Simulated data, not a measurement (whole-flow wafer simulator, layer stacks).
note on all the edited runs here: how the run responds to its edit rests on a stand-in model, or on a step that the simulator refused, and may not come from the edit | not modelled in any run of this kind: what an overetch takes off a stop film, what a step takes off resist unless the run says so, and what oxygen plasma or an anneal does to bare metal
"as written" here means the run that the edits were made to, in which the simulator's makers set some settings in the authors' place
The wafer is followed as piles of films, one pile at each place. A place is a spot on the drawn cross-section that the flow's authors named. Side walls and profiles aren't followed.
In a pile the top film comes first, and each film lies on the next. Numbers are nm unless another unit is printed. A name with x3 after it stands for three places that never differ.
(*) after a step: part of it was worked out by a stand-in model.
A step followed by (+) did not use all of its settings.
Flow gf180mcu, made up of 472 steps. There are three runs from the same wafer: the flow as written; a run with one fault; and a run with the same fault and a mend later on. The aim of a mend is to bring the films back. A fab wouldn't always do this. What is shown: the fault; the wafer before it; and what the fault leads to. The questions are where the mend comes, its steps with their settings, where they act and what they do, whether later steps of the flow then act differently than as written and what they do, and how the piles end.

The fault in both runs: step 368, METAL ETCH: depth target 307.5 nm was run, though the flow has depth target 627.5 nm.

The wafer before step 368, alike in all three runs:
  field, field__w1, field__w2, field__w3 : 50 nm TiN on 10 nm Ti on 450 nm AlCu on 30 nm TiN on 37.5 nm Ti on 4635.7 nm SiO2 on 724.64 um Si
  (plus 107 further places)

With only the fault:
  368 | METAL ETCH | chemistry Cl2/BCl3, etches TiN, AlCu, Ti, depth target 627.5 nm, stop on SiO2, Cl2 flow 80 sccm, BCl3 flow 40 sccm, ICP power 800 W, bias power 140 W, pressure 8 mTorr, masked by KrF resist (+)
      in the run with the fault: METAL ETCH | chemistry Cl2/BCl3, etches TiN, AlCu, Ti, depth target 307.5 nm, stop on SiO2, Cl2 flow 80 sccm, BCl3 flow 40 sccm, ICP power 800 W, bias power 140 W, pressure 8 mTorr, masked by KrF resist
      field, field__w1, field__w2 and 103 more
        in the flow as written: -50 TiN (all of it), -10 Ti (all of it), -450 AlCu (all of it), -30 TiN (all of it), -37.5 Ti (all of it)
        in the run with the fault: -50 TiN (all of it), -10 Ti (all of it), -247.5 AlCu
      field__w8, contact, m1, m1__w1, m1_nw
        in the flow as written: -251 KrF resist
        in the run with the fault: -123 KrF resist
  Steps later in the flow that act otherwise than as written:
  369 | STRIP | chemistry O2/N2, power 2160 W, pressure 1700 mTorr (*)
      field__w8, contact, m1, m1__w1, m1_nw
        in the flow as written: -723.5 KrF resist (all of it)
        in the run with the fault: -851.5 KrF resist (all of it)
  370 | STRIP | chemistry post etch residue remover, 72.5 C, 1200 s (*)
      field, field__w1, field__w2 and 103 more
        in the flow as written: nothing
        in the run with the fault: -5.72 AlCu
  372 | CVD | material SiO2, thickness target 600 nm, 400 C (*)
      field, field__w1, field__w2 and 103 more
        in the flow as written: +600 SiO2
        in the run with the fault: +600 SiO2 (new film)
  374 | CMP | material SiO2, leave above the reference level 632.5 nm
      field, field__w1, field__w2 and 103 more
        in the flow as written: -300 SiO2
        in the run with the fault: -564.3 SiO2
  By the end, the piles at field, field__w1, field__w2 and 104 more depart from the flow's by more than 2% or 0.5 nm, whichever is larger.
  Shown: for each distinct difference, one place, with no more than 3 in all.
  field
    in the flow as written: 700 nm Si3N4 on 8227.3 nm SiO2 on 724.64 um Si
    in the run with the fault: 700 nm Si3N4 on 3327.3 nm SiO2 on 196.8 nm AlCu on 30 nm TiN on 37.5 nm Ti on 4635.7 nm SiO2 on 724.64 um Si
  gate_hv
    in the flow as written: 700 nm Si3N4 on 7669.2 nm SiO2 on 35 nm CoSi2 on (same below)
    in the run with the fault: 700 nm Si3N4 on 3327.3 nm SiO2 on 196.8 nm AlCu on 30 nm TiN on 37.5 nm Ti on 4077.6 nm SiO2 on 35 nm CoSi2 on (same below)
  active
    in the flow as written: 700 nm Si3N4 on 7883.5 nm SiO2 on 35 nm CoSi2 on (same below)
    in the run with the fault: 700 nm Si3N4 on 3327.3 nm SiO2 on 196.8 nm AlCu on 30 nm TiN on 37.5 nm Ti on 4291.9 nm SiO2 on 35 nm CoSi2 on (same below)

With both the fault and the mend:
  The mend stands after step 370.
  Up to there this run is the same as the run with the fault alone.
  370a | DEHYDRATE | 200 C, 60 s (the flow's step 361, run once more)
      does not change any film at any place that is followed
  370b | HMDS | 120 C, 60 s (the flow's step 362, run once more)
      does not change any film at any place that is followed
  370c | COAT | KrF resist, thickness 1000 nm (*) (the flow's step 363, run once more)
      iso_ptap_pw, iso_ntap_nw, iso_nw_fld and 33 more
        +1000 KrF resist (new film)
      field__w5, field__w6, field__w9 and 15 more
        +1002 KrF resist (new film)
      field__w10, field_sub, field_sub__w1 and 12 more
        +1002.1 KrF resist (new film)
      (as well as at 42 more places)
  370d | SOFTBAKE | KrF resist (the flow's step 364, run once more)
      does not change any film at any place that is followed
  370e | EXPOSE | photomask Metal4 (the flow's step 365, run once more)
      does not change any film at any place that is followed
  370f | PEB | KrF resist, 135 C, 90 s (the flow's step 366, run once more)
      field__w1, field__w2, field__w3 and 58 more
        -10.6 KrF resist
      iso_ptap_pw, iso_ntap_nw, iso_nw_fld and 33 more
        -10.5 KrF resist
      sd_p, gate_p, nw_sep_fld, polyc_n
        -10.7 KrF resist
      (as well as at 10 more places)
  370g | DEVELOP | thickness 1000 nm, 60 s (the flow's step 367, run once more)
      iso_ptap_pw, iso_ntap_nw, iso_nw_fld and 33 more
        -989.5 KrF resist (all of it)
      field__w6, field_sub__w2, field_sub__w4 and 14 more
        -991.4 KrF resist (all of it)
      field__w5, field__w9, field__w10 and 9 more
        -991.5 KrF resist (all of it)
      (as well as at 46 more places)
  370h | METAL ETCH | chemistry Cl2/BCl3, etches TiN, AlCu, Ti, depth target 320 nm, stop on SiO2, Cl2 flow 80 sccm, BCl3 flow 40 sccm, ICP power 800 W, bias power 140 W, pressure 8 mTorr, masked by KrF resist (+) (the flow's step 368, run once more with other settings)
      field, field__w1, field__w2 and 103 more
        -196.8 AlCu (all of it), -30 TiN (all of it), -37.5 Ti (all of it)
      field__w8, contact, m1, m1__w1, m1_nw
        -128 KrF resist
  370i | STRIP | chemistry O2/N2, power 2160 W, pressure 1700 mTorr (*) (the flow's step 369, run once more)
      field__w8
        -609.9 KrF resist (all of it)
      contact
        -608.2 KrF resist (all of it)
      m1
        -609.8 KrF resist (all of it)
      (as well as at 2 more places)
  370j | STRIP | chemistry post etch residue remover, 72.5 C, 1200 s (*) (the flow's step 370, run once more)
      field__w8, contact, m1, m1__w1, m1_nw
        -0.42 TiN
  Later steps of the flow that are run all act as written at every place that is followed, up to a difference of at most 2% or 0.5 nm, whichever is larger.
  At the end the piles are close to the flow's at the places that both follow, differing by at most 2% or 0.5 nm, whichever is larger.
